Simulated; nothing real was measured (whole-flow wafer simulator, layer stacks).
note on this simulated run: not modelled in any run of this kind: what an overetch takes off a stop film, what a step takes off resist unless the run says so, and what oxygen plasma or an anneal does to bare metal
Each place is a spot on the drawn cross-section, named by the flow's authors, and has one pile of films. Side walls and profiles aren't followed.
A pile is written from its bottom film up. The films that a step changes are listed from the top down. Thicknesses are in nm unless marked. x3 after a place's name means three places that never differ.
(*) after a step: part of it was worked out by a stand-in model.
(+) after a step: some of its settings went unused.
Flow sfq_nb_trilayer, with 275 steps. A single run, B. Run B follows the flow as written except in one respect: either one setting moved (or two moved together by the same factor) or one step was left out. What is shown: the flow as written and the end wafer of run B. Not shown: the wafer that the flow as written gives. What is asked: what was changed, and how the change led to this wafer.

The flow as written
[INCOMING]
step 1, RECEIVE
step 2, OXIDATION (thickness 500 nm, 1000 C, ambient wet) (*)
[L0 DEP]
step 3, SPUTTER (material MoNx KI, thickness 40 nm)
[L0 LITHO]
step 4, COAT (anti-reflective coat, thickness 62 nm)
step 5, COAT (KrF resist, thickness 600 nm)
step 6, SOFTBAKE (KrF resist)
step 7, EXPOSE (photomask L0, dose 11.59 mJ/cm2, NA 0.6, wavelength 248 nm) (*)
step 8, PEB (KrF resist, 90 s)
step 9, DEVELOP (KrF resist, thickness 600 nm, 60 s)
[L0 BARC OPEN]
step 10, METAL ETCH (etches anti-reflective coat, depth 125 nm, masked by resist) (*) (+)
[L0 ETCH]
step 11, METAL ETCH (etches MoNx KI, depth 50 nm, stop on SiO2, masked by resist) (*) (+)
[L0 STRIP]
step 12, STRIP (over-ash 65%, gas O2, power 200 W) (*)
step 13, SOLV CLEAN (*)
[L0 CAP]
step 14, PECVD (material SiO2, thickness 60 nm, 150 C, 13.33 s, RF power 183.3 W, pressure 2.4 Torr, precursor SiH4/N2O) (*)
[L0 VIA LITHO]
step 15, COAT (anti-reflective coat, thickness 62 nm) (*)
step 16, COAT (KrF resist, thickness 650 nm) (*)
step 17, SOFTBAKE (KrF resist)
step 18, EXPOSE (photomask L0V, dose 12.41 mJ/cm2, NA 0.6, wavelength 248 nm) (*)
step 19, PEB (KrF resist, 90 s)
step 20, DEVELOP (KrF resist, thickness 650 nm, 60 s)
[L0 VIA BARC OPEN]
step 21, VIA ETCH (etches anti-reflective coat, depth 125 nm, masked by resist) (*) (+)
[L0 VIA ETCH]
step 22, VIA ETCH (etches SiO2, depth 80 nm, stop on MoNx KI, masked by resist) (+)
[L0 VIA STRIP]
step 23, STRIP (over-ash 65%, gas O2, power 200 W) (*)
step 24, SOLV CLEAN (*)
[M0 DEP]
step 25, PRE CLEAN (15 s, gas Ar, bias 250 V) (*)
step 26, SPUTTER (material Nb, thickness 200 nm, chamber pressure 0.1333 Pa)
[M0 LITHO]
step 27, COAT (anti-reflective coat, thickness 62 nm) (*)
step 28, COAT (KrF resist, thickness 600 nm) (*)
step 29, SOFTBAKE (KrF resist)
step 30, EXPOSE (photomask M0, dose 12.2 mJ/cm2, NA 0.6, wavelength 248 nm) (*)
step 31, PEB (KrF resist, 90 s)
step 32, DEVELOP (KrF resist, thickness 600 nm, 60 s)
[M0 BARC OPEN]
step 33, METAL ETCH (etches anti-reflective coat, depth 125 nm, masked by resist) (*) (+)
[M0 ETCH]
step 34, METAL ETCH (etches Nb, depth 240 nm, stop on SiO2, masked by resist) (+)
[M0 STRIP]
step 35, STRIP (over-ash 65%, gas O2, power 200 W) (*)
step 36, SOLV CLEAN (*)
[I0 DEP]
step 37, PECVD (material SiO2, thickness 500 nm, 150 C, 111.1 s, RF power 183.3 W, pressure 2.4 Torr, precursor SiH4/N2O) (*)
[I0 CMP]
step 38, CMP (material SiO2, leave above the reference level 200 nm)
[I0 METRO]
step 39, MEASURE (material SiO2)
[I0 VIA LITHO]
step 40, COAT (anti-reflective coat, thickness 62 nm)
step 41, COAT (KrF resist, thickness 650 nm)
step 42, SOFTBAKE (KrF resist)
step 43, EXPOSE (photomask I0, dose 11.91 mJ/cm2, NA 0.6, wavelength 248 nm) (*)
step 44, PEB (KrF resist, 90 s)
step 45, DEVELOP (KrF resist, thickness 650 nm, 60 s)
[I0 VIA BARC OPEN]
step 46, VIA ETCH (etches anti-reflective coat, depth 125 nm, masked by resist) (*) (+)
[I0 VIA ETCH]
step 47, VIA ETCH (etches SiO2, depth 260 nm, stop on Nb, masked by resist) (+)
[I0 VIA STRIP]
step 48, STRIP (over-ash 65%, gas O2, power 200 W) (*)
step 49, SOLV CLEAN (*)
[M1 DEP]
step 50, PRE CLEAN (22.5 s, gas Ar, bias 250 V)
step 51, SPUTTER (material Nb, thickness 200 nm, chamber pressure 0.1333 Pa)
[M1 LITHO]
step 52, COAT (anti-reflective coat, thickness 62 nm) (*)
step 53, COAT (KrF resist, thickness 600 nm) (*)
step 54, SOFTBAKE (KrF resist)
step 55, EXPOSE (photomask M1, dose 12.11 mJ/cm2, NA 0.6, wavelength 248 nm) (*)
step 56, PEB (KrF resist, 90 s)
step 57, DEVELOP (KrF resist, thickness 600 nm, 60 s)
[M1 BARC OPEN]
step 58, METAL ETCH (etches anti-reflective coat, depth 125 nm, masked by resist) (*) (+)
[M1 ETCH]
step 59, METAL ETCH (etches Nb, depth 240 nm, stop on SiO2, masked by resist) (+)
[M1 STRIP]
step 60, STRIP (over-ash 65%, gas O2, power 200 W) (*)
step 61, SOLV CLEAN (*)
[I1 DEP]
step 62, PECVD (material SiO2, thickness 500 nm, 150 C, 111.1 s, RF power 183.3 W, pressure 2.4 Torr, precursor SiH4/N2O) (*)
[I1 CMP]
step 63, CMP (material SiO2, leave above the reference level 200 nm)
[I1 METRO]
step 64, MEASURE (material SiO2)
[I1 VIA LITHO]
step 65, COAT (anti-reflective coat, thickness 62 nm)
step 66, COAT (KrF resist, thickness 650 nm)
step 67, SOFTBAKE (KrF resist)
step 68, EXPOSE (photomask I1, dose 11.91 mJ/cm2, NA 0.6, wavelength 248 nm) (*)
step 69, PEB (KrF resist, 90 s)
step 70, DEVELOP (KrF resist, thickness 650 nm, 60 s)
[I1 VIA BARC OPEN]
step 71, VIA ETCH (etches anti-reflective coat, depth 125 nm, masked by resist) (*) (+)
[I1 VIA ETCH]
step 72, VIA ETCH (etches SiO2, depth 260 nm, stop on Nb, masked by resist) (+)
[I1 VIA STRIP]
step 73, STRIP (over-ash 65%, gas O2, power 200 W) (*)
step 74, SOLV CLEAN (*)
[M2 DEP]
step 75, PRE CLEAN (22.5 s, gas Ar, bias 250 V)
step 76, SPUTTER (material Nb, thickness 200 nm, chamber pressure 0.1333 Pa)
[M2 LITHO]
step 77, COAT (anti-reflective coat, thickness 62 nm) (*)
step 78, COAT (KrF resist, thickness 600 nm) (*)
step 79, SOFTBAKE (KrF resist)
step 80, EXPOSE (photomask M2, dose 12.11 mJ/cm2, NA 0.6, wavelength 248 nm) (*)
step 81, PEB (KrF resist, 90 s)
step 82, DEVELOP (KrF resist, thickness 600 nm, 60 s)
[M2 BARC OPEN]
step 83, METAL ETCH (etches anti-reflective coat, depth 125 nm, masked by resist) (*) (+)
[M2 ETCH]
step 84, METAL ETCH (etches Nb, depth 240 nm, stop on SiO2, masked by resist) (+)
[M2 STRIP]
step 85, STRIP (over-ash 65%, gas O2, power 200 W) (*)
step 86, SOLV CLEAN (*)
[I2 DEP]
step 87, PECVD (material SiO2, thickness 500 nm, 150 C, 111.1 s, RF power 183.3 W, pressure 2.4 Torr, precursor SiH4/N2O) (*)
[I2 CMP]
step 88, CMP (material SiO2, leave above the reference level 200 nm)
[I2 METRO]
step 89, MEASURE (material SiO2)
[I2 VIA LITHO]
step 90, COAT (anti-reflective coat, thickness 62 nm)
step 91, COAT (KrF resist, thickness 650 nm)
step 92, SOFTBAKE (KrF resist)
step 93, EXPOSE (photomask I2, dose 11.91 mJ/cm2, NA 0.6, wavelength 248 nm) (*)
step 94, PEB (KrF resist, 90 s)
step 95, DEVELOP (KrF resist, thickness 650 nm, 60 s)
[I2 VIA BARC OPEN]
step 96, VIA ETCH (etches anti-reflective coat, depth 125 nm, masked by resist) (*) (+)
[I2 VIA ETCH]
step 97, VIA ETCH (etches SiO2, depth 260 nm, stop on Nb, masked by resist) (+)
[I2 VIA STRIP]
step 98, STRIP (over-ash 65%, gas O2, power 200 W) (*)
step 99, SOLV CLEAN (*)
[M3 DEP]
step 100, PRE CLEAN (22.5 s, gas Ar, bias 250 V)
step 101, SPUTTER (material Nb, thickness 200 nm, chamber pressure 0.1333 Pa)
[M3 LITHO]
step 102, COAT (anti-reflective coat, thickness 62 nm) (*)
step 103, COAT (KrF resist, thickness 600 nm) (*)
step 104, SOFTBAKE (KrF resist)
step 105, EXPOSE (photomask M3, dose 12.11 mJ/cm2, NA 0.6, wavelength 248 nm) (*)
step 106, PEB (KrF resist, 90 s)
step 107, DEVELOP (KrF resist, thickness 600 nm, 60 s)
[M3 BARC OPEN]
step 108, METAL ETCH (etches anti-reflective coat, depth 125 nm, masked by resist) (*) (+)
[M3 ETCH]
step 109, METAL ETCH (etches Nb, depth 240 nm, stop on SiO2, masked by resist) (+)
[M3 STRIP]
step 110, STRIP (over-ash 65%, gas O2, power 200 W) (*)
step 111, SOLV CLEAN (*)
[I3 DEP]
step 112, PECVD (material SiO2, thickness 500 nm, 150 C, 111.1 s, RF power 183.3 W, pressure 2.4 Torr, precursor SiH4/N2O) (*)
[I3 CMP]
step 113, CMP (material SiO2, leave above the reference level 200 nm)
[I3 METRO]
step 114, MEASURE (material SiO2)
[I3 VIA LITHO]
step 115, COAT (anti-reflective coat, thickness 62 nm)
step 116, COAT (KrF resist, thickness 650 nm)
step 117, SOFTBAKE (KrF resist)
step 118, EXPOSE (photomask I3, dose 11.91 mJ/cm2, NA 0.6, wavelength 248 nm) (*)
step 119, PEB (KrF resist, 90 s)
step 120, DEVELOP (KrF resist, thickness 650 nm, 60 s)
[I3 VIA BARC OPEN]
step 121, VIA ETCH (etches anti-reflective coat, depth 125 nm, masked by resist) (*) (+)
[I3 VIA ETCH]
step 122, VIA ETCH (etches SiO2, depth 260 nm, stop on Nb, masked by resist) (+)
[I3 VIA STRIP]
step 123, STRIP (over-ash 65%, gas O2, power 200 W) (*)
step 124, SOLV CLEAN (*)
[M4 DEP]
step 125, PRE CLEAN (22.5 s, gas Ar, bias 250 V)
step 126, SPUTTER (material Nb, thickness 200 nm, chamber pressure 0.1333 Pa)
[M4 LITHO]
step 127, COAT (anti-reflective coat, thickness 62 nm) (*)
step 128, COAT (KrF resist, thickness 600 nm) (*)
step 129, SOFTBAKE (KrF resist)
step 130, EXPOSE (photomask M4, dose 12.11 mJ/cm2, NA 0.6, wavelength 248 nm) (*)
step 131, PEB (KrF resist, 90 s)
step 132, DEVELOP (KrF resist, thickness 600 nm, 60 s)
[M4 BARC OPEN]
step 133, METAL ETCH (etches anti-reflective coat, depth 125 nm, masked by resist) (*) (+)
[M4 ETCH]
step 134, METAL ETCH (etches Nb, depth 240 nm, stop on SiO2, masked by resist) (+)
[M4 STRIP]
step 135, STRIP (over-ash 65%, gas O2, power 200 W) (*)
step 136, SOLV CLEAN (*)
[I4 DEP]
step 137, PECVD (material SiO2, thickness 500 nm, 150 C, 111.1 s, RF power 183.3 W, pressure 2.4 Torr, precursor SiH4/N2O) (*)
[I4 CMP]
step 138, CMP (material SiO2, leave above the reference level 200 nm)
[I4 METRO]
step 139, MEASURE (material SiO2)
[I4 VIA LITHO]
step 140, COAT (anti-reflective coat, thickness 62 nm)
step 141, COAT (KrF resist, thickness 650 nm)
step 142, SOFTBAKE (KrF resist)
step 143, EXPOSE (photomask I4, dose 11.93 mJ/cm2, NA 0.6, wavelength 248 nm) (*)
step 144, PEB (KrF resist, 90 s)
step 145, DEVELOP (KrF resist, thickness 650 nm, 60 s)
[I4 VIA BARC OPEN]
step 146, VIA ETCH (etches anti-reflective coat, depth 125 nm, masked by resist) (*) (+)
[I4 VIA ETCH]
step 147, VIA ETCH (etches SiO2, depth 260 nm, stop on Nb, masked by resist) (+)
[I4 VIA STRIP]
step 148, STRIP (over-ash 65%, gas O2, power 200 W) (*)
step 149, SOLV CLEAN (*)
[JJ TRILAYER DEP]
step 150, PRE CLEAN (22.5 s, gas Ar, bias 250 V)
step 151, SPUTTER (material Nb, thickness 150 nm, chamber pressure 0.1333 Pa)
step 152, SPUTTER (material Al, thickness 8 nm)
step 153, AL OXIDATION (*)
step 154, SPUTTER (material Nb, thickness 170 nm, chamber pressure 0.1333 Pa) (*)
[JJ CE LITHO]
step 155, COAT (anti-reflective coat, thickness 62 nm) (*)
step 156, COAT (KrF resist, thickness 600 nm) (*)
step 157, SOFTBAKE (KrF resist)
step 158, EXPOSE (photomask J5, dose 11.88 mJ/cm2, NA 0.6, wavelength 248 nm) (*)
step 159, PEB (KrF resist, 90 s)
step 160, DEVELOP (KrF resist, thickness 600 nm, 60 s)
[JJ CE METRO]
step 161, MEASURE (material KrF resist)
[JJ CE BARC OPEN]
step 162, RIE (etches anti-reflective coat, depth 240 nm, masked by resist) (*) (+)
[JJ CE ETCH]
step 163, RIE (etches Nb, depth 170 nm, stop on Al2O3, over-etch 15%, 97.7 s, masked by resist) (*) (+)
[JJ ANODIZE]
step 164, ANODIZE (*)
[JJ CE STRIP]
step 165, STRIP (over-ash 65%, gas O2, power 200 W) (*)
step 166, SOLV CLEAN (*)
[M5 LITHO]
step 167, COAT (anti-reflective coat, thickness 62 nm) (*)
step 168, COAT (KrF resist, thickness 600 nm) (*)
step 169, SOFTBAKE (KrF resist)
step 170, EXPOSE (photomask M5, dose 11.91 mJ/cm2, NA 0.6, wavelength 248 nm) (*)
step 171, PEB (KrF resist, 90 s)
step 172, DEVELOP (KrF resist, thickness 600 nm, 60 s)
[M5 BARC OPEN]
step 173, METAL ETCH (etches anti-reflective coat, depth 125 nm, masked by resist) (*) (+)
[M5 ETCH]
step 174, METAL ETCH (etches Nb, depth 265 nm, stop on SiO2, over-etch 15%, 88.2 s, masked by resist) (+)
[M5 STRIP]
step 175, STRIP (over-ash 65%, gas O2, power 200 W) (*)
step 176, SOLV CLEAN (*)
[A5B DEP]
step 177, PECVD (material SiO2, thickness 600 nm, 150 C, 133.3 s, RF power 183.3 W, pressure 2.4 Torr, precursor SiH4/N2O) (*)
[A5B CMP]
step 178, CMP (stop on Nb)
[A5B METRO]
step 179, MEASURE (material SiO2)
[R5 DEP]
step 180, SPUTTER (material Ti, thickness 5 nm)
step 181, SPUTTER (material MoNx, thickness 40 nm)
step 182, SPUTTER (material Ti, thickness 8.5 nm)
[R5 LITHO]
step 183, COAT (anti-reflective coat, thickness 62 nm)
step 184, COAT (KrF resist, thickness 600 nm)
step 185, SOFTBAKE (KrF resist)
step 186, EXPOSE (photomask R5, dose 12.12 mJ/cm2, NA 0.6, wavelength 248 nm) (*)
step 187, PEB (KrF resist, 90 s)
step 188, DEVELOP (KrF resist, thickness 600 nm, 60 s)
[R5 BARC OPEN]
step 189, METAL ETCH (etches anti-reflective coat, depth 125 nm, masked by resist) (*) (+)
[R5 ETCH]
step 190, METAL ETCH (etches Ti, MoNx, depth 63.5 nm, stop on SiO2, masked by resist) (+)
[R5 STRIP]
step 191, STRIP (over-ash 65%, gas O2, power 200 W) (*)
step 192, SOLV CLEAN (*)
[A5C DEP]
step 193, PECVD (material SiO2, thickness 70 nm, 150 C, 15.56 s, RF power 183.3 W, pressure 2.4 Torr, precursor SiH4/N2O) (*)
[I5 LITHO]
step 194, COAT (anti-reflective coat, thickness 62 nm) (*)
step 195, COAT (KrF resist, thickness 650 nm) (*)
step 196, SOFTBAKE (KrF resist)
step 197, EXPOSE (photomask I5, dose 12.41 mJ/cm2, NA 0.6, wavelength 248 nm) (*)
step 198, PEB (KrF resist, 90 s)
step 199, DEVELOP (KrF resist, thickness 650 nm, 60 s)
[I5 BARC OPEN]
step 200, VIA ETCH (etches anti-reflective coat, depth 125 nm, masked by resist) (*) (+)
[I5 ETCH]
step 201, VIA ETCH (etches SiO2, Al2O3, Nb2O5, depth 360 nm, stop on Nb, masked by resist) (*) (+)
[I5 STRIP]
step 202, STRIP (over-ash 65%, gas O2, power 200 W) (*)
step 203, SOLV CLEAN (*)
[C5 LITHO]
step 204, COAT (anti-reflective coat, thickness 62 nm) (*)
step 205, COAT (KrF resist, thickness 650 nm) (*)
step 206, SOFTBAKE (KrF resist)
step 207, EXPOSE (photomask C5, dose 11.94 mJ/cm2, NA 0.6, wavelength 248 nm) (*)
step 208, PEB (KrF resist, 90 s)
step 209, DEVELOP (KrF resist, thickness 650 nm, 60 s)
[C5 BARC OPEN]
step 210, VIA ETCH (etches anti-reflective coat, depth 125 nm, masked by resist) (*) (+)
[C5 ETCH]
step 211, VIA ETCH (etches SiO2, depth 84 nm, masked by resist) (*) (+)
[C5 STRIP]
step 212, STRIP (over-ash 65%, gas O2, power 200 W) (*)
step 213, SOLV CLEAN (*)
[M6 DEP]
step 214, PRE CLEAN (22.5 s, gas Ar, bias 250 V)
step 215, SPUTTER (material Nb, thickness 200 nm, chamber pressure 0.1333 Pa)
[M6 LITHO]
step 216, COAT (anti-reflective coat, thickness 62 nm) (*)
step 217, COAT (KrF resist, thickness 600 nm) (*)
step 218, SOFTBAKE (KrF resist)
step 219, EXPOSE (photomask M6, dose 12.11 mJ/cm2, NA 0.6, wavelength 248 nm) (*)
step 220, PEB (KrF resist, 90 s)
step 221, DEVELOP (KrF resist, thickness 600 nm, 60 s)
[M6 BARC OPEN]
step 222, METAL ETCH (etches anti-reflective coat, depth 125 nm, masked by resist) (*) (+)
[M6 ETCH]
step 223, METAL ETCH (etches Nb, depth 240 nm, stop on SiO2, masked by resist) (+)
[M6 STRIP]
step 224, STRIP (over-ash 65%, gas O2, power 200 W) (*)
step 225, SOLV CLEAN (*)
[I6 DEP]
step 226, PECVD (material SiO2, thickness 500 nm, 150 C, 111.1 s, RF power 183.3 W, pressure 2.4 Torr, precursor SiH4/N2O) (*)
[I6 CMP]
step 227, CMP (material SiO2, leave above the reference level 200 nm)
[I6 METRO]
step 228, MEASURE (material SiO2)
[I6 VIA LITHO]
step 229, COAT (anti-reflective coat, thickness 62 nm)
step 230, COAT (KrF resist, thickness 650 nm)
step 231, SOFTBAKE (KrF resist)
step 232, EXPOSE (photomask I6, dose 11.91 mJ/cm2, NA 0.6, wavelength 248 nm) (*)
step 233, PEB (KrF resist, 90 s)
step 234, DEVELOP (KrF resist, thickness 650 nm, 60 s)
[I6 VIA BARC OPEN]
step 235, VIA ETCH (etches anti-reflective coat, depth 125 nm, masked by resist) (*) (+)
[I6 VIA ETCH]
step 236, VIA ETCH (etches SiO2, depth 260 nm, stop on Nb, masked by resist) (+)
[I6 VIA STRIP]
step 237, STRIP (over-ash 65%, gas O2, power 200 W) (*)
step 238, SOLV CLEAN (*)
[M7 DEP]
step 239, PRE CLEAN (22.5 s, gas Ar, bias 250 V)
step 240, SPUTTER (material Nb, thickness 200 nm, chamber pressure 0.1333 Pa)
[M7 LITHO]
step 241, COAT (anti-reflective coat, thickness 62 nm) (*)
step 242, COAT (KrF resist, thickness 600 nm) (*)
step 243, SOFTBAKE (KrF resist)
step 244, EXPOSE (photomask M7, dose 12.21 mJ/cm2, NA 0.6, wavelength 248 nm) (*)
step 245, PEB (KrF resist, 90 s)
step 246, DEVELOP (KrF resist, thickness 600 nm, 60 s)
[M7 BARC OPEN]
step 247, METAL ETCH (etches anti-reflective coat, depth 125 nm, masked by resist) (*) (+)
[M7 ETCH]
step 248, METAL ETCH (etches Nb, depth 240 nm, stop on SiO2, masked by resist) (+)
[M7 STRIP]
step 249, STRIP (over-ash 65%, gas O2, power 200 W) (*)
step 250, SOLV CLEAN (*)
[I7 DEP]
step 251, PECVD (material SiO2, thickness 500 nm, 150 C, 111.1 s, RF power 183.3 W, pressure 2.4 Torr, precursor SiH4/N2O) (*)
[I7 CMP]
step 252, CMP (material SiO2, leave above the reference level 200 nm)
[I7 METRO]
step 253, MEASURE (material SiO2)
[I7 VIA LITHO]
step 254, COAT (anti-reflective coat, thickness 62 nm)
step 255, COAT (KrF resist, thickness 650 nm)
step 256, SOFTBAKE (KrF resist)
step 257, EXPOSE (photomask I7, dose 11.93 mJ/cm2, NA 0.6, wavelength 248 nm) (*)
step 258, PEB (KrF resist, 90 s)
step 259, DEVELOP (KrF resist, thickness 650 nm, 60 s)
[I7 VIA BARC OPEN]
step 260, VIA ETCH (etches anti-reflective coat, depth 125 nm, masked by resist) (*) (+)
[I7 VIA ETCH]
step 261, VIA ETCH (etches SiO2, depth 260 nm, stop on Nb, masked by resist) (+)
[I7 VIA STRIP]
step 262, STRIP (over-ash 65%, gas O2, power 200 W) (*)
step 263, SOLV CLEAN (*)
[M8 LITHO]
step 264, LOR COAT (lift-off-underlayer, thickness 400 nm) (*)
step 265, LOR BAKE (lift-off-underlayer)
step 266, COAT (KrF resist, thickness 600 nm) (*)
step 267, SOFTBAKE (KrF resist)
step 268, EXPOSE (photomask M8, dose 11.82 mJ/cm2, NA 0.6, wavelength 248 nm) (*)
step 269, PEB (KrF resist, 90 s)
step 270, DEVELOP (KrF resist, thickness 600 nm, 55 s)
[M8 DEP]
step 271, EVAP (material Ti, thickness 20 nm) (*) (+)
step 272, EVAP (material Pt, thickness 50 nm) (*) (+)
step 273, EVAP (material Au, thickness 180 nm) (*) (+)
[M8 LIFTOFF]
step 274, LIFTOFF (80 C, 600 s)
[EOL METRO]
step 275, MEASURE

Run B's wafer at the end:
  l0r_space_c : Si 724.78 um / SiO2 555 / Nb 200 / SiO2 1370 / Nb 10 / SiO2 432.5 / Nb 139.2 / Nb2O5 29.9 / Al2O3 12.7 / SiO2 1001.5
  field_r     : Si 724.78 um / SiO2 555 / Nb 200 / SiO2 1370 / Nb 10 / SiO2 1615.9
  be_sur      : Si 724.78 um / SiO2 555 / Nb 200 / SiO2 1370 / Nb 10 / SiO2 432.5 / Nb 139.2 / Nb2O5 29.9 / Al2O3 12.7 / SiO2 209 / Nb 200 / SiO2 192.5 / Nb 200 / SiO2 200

The reason: step 126, SPUTTER: thickness 250 nm was run, though the flow has thickness 200 nm.

Step by step, how the change led to this:
  step 126, SPUTTER (material Nb, thickness 200 nm, chamber pressure 0.1333 Pa)
      field_l, v_sur, via_wl and 102 more: +250 Nb (new film) (it would be, as written: +200 Nb (new film))
      via_v: +207.5 Nb (it would be, as written: +165.5 Nb)
  step 134, METAL ETCH (etches Nb, depth 240 nm, stop on SiO2, masked by resist) (+)
      field_l, be, be_sur and 64 more: -240 Nb (it would be, as written: -200 Nb (all of it))
  step 137, PECVD (material SiO2, thickness 500 nm, 150 C, 111.1 s, RF power 183.3 W, pressure 2.4 Torr, precursor SiH4/N2O) (*)
      field_l, be, be_sur and 55 more: +500 SiO2 (new film) (it would be, as written: +500 SiO2)
      p3_s0 x6: +597.1 SiO2 (new film) (it would be, as written: +557.1 SiO2)
      (also at 4 further places)
  step 138, CMP (material SiO2, leave above the reference level 200 nm)
      field_l, be, be_sur and 55 more: -60 SiO2 (it would be, as written: -100 SiO2)
      lsp_r, l0_sur, l0v: -50.3 SiO2 (it would be, as written: -91.9 SiO2)
      (also at 1 further place)
With metal films that touch counted as one body, l0r_space_c has 3 bodies (between them, from the top down: SiO2 432.5; SiO2 1370); the flow as written gives 2 bodies (between them, from the top down: SiO2 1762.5).
With metal films that touch counted as one body, field_r has 2 bodies (between them, from the top down: SiO2 1370); the flow as written gives 1 body.
With metal films that touch counted as one body, be_sur has 5 bodies (between them, from the top down: SiO2 192.5; SiO2 209 / Al2O3 12.7 / Nb2O5 29.9; SiO2 432.5; SiO2 1370); the flow as written gives 4 bodies (between them, from the top down: SiO2 192.5; SiO2 209 / Al2O3 12.7 / Nb2O5 29.9; SiO2 1762.5).
